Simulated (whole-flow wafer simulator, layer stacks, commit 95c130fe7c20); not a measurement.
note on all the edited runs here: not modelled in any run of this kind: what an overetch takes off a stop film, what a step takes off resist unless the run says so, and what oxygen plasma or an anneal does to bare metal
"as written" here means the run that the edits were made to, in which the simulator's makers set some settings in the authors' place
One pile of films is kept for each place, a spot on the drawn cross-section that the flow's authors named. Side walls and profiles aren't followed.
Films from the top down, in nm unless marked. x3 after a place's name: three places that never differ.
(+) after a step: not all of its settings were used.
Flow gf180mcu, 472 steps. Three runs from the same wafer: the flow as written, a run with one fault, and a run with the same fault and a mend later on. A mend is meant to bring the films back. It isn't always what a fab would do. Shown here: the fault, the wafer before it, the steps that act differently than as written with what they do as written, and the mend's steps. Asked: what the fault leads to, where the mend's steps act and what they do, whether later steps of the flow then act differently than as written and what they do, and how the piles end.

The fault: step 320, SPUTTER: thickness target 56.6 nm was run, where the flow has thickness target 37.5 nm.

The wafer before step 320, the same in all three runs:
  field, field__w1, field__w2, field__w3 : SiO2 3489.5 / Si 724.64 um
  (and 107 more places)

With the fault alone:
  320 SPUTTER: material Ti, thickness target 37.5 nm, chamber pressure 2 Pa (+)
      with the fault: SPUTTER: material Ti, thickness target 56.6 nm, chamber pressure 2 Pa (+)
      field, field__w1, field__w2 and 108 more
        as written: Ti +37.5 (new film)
        with the fault: Ti +56.6 (new film)
  Later steps of the flow that act differently than as written:
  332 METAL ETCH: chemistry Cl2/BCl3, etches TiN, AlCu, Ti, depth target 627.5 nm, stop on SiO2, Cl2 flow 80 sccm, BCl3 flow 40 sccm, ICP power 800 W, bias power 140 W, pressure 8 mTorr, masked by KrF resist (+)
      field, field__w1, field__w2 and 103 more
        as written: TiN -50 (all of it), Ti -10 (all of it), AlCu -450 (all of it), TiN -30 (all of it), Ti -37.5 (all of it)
        with the fault: TiN -50 (all of it), Ti -10 (all of it), AlCu -450 (all of it), TiN -30 (all of it), Ti -56.6 (all of it)
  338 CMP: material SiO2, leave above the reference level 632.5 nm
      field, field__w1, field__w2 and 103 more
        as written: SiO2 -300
        with the fault: SiO2 -280.9
  At the end the piles differ from the flow's by more than 2% or 0.5 nm, whichever is larger, at field__w8, contact, m1, m1__w1, m1_nw.
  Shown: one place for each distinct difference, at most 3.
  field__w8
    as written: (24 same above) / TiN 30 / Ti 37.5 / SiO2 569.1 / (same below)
    with the fault: (24 same above) / TiN 30 / Ti 56.6 / SiO2 569.1 / (same below)
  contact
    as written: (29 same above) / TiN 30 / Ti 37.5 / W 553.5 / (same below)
    with the fault: (29 same above) / TiN 30 / Ti 56.6 / W 553.5 / (same below)

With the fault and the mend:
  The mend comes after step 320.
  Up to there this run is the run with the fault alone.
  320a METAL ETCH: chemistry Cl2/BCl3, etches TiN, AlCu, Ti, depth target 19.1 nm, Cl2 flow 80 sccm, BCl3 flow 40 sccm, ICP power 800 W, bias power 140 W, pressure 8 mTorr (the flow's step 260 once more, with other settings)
      field, field__w1, field__w2 and 108 more
        Ti -19.1
  No later step of the flow acts differently than as written at any place that is followed.
  At the end the piles are the same as the flow's at every place that both follow.
